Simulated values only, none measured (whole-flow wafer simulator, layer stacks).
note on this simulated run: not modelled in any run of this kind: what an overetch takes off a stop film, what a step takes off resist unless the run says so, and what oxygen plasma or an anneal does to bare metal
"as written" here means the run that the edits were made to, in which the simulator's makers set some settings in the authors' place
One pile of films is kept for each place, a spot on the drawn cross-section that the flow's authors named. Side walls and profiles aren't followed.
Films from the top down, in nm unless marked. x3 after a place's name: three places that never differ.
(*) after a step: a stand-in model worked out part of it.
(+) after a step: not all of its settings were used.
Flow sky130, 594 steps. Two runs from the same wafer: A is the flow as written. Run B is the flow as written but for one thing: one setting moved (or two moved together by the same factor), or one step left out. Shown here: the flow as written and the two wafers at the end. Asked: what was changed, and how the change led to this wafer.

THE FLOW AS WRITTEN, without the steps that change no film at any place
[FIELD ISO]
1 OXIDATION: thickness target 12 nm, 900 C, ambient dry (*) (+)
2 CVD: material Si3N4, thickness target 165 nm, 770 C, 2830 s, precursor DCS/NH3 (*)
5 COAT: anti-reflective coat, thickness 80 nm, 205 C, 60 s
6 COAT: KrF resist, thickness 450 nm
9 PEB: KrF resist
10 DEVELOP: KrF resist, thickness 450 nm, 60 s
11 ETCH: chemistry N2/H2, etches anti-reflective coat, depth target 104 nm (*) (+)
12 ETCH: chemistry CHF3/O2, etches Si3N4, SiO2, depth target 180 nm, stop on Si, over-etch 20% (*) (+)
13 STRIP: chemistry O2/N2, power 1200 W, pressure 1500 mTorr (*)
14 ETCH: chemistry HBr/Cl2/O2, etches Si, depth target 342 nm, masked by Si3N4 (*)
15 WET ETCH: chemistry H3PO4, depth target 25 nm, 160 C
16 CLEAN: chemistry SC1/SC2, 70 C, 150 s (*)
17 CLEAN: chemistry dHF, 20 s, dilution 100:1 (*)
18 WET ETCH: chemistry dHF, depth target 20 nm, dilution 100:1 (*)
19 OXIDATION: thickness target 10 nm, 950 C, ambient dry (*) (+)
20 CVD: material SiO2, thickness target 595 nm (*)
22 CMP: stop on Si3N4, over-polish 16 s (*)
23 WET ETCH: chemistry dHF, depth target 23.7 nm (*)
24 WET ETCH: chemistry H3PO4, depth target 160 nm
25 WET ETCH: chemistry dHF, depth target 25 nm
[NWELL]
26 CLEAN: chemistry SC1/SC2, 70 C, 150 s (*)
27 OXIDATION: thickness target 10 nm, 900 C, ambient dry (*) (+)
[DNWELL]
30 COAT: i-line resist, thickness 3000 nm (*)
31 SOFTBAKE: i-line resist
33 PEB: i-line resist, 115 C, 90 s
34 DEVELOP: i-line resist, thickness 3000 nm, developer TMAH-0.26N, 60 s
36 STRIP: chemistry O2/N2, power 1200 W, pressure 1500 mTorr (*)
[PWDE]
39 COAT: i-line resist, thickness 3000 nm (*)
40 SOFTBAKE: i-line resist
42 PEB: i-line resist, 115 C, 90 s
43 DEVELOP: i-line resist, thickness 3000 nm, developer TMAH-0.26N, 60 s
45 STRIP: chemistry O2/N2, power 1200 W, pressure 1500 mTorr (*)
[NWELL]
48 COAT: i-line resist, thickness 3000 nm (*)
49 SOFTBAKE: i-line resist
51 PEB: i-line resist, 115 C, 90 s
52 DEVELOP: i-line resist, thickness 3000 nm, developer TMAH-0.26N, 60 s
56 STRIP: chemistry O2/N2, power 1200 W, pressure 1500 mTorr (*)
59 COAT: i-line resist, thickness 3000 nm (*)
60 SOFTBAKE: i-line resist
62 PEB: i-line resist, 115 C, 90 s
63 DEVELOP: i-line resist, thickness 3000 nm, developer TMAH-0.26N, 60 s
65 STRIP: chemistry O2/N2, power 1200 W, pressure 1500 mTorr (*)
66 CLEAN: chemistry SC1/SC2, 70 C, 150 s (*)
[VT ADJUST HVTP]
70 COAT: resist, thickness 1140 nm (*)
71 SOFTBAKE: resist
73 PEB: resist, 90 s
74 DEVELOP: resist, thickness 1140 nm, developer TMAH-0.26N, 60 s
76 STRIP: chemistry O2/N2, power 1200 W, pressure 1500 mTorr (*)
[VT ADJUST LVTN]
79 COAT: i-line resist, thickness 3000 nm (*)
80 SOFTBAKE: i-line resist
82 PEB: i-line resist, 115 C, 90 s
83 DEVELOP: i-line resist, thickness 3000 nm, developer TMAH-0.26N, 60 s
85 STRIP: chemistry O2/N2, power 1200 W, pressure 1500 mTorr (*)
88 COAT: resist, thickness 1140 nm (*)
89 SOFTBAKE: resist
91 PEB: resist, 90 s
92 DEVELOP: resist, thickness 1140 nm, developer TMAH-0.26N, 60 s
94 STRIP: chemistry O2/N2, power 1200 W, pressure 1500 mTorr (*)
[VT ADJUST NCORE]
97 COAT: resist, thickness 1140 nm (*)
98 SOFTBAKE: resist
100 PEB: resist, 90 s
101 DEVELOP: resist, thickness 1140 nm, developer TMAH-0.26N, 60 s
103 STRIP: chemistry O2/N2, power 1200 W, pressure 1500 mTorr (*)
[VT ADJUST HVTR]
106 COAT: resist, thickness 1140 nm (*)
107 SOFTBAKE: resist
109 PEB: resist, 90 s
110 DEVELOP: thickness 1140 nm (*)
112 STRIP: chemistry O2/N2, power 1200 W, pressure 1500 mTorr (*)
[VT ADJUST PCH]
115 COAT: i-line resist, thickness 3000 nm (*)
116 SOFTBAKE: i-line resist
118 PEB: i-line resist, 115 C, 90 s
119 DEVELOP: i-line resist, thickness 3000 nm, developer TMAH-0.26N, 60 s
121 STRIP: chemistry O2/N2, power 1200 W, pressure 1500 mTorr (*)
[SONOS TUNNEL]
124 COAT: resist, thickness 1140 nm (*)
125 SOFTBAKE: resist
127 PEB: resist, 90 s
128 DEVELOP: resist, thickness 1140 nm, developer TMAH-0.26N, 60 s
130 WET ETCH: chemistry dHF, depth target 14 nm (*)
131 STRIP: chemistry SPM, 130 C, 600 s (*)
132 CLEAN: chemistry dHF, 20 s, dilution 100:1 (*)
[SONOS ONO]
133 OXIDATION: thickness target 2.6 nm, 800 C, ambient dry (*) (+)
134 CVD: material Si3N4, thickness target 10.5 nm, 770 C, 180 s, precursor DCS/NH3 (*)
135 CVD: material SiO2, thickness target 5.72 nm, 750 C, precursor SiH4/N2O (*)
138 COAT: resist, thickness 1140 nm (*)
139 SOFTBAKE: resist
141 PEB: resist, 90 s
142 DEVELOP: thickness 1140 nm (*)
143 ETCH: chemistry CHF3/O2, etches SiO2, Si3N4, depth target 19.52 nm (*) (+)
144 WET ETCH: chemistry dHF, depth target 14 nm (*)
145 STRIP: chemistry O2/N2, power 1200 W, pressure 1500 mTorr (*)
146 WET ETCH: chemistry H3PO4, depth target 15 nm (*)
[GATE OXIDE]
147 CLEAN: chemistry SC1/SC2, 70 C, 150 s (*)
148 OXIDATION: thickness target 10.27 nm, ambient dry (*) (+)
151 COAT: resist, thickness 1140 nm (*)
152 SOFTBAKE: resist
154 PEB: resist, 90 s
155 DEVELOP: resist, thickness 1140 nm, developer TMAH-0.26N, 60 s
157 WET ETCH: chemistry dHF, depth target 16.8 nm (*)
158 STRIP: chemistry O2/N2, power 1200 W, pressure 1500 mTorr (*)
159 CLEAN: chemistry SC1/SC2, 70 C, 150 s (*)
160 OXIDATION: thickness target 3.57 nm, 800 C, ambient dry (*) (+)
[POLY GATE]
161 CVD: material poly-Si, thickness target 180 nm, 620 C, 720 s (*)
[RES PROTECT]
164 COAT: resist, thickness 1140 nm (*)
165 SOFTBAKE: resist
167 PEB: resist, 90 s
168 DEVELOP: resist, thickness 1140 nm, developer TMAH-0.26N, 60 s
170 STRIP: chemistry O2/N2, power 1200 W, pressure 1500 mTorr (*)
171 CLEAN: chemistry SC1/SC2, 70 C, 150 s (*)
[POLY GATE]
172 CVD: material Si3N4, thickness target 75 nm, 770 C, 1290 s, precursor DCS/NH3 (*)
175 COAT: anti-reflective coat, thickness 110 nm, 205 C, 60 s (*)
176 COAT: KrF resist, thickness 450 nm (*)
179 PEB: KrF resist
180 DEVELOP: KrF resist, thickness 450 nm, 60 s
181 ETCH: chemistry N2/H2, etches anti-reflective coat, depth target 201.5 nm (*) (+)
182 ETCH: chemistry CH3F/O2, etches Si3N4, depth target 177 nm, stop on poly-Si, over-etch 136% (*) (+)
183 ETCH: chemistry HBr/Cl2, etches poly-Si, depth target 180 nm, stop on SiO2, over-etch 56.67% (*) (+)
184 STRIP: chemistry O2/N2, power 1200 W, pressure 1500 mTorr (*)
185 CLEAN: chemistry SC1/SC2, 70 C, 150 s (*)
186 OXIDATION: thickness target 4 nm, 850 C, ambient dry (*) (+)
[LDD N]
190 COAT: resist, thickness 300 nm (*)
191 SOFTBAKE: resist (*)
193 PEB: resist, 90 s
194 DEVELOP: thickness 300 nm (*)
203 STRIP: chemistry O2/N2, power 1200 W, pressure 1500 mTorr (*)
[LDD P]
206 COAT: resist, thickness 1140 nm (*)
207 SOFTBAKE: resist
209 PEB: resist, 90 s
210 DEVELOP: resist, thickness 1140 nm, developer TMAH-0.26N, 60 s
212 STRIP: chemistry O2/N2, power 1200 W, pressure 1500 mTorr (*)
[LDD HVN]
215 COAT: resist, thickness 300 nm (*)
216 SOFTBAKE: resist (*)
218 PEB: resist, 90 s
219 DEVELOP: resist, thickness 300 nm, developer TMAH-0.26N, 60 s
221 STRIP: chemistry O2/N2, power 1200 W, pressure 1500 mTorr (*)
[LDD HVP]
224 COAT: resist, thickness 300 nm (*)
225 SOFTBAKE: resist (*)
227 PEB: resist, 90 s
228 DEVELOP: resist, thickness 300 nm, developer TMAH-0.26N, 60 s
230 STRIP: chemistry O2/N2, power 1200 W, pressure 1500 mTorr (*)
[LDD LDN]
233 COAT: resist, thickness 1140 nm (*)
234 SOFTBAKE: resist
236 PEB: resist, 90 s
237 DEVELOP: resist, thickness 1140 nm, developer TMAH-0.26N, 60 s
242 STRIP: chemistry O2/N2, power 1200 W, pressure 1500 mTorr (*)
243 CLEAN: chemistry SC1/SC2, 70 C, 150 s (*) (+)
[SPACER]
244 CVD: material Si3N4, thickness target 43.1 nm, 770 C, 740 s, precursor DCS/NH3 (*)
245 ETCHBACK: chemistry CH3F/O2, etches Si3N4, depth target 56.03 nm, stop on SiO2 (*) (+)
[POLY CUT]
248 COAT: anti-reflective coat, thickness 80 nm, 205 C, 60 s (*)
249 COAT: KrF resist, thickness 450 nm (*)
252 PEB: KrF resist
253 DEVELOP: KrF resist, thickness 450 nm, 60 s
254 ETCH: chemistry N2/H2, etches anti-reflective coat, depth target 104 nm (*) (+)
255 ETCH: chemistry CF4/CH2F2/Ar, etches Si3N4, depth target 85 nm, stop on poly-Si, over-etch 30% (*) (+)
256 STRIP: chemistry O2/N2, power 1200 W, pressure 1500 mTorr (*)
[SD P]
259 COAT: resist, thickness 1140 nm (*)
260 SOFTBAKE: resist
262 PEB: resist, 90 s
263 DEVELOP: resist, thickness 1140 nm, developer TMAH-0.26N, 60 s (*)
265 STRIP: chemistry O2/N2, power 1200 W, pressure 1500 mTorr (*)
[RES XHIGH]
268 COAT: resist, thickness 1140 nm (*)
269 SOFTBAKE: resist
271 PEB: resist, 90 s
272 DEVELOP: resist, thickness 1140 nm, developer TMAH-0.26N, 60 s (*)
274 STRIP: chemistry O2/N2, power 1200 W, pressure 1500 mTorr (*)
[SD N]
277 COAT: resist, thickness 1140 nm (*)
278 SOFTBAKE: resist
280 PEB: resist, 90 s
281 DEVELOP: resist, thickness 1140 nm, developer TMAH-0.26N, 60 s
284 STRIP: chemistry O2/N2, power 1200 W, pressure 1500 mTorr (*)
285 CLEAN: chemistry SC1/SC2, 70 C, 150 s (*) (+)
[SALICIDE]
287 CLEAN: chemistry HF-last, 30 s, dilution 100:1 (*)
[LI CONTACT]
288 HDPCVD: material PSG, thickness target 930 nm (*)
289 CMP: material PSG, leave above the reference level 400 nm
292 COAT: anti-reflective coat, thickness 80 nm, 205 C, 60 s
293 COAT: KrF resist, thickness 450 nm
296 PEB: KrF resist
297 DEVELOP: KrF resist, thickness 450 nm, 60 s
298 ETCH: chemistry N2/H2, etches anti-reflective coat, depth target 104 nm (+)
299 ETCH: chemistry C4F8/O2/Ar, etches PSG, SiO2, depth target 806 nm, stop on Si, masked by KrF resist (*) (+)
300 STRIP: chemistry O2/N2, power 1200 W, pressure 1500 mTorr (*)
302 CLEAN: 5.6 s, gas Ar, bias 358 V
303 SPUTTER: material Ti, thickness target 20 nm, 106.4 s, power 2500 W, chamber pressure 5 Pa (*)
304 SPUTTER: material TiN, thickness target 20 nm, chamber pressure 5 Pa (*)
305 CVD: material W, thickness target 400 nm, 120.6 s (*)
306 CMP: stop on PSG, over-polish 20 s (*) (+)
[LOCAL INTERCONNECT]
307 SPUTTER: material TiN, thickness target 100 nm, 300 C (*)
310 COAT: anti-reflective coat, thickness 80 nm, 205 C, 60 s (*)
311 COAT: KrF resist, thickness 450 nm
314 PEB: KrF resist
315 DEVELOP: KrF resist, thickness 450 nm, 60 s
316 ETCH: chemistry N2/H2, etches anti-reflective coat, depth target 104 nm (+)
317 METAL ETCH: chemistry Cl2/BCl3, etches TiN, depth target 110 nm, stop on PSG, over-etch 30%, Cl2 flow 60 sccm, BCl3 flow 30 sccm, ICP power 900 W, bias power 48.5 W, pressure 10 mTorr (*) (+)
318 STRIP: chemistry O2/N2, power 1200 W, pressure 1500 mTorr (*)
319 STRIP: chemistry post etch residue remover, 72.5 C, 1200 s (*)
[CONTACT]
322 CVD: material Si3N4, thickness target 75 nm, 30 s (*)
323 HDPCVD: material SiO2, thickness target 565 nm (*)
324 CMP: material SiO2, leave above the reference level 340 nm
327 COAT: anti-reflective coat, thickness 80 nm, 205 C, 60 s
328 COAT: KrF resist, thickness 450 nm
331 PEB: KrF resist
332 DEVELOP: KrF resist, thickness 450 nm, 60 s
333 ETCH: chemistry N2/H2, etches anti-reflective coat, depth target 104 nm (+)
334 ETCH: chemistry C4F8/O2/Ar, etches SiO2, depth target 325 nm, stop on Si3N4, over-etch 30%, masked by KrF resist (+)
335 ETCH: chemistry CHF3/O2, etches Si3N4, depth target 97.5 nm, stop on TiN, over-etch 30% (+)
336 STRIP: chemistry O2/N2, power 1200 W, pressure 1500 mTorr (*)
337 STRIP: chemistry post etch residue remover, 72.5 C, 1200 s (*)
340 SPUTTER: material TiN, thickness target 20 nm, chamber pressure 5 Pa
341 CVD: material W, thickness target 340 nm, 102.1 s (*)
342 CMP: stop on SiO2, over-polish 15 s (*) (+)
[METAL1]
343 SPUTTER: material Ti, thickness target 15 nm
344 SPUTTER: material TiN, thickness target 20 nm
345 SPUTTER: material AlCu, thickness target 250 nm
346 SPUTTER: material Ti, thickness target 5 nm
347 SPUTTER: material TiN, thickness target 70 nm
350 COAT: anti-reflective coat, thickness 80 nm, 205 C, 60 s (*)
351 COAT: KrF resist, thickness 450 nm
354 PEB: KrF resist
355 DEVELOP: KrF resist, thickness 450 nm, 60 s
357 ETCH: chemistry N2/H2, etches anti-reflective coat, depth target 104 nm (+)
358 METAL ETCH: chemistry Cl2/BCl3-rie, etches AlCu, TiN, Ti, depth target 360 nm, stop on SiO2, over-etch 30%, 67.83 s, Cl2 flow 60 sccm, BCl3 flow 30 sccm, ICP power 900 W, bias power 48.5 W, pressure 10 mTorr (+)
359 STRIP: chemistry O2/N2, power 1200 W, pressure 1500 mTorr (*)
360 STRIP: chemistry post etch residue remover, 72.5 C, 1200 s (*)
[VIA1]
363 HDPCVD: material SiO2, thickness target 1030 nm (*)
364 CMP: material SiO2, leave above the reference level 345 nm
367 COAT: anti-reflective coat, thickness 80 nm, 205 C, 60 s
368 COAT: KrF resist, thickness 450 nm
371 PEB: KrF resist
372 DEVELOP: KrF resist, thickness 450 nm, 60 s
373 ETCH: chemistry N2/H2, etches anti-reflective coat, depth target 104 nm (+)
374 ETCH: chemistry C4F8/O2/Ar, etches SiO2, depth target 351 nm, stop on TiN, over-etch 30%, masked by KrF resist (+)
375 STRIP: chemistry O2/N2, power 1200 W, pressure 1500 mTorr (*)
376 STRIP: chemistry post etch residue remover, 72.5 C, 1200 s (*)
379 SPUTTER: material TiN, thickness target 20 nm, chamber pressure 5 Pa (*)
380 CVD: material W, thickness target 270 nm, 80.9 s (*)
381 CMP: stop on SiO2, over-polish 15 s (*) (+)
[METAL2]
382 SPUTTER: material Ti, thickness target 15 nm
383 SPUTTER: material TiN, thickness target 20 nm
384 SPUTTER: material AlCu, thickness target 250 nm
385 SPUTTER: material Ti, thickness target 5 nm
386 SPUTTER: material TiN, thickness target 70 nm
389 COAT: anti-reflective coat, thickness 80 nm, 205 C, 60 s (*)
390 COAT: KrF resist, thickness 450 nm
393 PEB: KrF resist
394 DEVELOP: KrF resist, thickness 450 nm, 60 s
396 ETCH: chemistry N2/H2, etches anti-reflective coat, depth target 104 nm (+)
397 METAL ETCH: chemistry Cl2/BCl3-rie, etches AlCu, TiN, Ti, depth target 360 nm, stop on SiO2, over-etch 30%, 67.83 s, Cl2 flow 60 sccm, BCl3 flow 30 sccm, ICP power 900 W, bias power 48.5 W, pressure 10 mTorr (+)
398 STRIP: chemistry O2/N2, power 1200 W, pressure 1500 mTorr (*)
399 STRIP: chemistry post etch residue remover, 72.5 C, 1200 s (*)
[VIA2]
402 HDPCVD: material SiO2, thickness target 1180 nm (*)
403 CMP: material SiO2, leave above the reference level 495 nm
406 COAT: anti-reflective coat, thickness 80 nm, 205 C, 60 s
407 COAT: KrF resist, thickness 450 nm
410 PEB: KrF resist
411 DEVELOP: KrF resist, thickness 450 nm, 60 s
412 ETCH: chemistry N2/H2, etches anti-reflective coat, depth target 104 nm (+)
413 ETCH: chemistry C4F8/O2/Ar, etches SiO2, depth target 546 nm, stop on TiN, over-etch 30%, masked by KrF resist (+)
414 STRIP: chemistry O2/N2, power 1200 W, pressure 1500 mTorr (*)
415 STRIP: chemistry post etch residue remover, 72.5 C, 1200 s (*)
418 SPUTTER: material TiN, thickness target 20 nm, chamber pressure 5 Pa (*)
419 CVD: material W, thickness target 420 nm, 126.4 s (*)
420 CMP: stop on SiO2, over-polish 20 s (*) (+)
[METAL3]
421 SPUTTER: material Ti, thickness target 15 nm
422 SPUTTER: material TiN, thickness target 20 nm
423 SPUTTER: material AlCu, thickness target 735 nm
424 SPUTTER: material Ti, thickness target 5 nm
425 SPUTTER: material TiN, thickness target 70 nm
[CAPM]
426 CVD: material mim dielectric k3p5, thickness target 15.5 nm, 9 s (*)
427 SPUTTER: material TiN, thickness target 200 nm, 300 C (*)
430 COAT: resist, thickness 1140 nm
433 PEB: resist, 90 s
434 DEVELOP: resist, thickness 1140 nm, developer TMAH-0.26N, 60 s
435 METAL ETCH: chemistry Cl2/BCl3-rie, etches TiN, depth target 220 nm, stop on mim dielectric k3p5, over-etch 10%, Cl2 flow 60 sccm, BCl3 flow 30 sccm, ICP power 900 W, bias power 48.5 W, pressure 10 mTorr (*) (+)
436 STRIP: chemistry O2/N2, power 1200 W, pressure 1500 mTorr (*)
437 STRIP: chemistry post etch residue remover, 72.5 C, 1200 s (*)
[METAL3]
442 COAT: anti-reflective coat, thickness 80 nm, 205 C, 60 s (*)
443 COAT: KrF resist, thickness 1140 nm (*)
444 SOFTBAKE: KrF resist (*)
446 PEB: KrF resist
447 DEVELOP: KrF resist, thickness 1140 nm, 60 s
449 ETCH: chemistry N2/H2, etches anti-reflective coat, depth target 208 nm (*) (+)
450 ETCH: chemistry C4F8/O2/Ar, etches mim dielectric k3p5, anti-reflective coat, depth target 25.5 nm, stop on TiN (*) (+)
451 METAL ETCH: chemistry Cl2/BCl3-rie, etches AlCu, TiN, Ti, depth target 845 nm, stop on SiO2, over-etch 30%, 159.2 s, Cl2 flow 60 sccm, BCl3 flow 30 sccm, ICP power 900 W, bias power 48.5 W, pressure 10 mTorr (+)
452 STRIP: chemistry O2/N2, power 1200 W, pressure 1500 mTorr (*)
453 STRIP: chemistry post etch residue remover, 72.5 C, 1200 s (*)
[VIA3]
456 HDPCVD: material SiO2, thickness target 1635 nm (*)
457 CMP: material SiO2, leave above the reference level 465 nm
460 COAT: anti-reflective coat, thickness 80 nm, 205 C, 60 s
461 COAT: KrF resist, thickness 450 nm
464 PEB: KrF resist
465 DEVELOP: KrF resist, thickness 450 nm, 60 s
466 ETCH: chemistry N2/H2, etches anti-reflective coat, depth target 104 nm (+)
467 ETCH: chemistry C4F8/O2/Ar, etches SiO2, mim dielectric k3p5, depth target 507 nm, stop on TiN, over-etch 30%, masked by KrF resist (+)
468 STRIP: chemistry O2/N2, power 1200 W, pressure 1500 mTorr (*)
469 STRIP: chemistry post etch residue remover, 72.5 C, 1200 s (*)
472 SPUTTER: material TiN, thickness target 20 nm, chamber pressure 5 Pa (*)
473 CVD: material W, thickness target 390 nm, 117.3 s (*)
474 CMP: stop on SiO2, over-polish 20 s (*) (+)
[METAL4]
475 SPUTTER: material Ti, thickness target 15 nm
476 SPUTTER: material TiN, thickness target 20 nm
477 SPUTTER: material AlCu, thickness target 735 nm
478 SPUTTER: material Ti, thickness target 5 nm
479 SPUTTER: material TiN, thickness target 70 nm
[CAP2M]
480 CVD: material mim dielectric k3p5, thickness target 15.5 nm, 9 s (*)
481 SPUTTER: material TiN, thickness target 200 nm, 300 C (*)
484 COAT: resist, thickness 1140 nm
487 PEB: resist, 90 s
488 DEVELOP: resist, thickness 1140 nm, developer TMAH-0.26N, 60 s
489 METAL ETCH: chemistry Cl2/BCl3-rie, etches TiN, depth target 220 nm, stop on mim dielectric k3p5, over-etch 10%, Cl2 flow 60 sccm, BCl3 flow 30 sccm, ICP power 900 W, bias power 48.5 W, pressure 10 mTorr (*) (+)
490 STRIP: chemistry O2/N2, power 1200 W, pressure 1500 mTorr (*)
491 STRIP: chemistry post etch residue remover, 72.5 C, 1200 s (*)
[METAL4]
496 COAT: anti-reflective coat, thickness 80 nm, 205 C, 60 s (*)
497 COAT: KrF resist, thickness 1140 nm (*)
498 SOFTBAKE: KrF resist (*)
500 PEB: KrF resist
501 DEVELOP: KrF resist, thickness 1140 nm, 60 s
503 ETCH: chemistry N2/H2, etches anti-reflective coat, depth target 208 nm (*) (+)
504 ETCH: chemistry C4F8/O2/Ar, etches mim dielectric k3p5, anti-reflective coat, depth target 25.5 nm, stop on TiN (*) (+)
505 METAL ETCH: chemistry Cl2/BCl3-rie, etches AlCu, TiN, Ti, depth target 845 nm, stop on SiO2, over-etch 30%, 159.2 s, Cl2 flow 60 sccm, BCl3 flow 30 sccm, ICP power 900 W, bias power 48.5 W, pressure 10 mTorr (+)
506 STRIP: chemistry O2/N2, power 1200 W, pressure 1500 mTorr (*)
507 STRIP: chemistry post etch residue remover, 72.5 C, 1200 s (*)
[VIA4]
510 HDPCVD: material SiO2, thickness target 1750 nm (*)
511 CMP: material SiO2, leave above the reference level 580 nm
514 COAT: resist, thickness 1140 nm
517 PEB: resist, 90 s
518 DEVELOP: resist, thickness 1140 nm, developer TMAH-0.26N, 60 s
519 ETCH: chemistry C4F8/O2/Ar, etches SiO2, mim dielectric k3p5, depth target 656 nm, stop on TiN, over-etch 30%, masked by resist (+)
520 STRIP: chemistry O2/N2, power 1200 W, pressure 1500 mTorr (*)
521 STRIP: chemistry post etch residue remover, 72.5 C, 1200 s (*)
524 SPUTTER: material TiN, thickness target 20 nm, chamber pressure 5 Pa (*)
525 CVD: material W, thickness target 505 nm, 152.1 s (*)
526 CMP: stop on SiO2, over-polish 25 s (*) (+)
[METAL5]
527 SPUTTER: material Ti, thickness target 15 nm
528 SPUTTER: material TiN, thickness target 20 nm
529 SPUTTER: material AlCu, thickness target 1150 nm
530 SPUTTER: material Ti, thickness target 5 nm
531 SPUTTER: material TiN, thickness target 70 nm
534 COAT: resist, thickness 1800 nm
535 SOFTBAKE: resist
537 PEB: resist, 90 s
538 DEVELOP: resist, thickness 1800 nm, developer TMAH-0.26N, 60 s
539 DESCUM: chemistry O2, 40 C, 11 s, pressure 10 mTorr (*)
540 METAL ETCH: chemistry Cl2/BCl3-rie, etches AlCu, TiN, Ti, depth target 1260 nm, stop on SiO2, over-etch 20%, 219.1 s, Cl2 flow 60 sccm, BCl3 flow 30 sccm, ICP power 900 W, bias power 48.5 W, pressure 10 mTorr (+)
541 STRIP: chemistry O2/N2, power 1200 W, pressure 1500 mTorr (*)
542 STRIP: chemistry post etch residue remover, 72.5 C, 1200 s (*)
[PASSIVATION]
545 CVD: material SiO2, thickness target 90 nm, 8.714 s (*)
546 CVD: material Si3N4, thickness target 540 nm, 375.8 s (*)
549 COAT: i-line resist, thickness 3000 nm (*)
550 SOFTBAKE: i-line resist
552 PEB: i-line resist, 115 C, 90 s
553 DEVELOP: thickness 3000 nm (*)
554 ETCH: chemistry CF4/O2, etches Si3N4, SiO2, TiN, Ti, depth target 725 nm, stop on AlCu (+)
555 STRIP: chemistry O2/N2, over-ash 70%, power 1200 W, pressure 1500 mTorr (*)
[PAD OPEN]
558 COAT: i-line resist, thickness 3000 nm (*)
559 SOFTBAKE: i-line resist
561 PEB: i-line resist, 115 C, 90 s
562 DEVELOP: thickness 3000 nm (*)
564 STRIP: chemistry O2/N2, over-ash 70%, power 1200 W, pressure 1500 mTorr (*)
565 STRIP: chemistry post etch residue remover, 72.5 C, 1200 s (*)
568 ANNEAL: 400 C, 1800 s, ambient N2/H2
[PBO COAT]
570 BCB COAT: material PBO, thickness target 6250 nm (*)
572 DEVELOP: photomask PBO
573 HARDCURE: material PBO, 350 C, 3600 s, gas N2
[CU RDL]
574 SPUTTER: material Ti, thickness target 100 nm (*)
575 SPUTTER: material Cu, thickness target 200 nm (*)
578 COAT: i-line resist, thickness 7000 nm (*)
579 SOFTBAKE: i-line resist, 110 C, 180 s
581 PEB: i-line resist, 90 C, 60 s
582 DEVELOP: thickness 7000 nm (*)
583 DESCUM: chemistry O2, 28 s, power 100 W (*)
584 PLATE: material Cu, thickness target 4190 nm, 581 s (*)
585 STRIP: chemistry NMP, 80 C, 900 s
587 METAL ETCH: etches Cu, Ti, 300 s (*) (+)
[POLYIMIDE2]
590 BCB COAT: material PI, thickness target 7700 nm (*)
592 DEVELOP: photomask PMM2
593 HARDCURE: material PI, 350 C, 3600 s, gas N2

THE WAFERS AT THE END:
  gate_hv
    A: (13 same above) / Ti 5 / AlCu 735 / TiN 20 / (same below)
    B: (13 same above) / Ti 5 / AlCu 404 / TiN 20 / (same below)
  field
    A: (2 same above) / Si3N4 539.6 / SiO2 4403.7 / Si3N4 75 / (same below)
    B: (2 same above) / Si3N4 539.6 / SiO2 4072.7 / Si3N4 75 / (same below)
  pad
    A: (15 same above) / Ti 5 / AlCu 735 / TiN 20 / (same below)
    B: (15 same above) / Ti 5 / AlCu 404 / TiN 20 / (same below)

The cause: step 423, SPUTTER: thickness target 404 nm was run, where the flow has thickness target 735 nm.
It can be read off the wafer: gate_hv has AlCu 404, and step 423 as written asks for 735 nm.

How the change led to this, step by step:
  423 SPUTTER: material AlCu, thickness target 735 nm
      field, active, n_well and 188 more: A AlCu +735 (new film) | B AlCu +404 (new film)
  451 METAL ETCH: chemistry Cl2/BCl3-rie, etches AlCu, TiN, Ti, depth target 845 nm, stop on SiO2, over-etch 30%, 159.2 s, Cl2 flow 60 sccm, BCl3 flow 30 sccm, ICP power 900 W, bias power 48.5 W, pressure 10 mTorr (+)
      field, active, gate and 67 more: A TiN -70 (all of it), Ti -5 (all of it), AlCu -735 (all of it), TiN -20 (all of it), Ti -15 (all of it), SiO2 -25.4 | B TiN -70 (all of it), Ti -5 (all of it), AlCu -404 (all of it), TiN -20 (all of it), Ti -15 (all of it), SiO2 -58.5
      vpp_ln, vpp_iso2, ndiff_ln and 9 more: A TiN -70 (all of it), Ti -5 (all of it), AlCu -735 (all of it), TiN -20 (all of it), Ti -15 (all of it), SiO2 -25.3 | B TiN -70 (all of it), Ti -5 (all of it), AlCu -404 (all of it), TiN -20 (all of it), Ti -15 (all of it), SiO2 -58.4
      (and at 3 more places)
  457 CMP: material SiO2, leave above the reference level 465 nm
      field, active, gate and 62 more: A SiO2 -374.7 | B SiO2 -672.6
      vpp_ln, vpp_iso1, vpp_iso2 and 17 more: A SiO2 -374.7 | B SiO2 -672.5
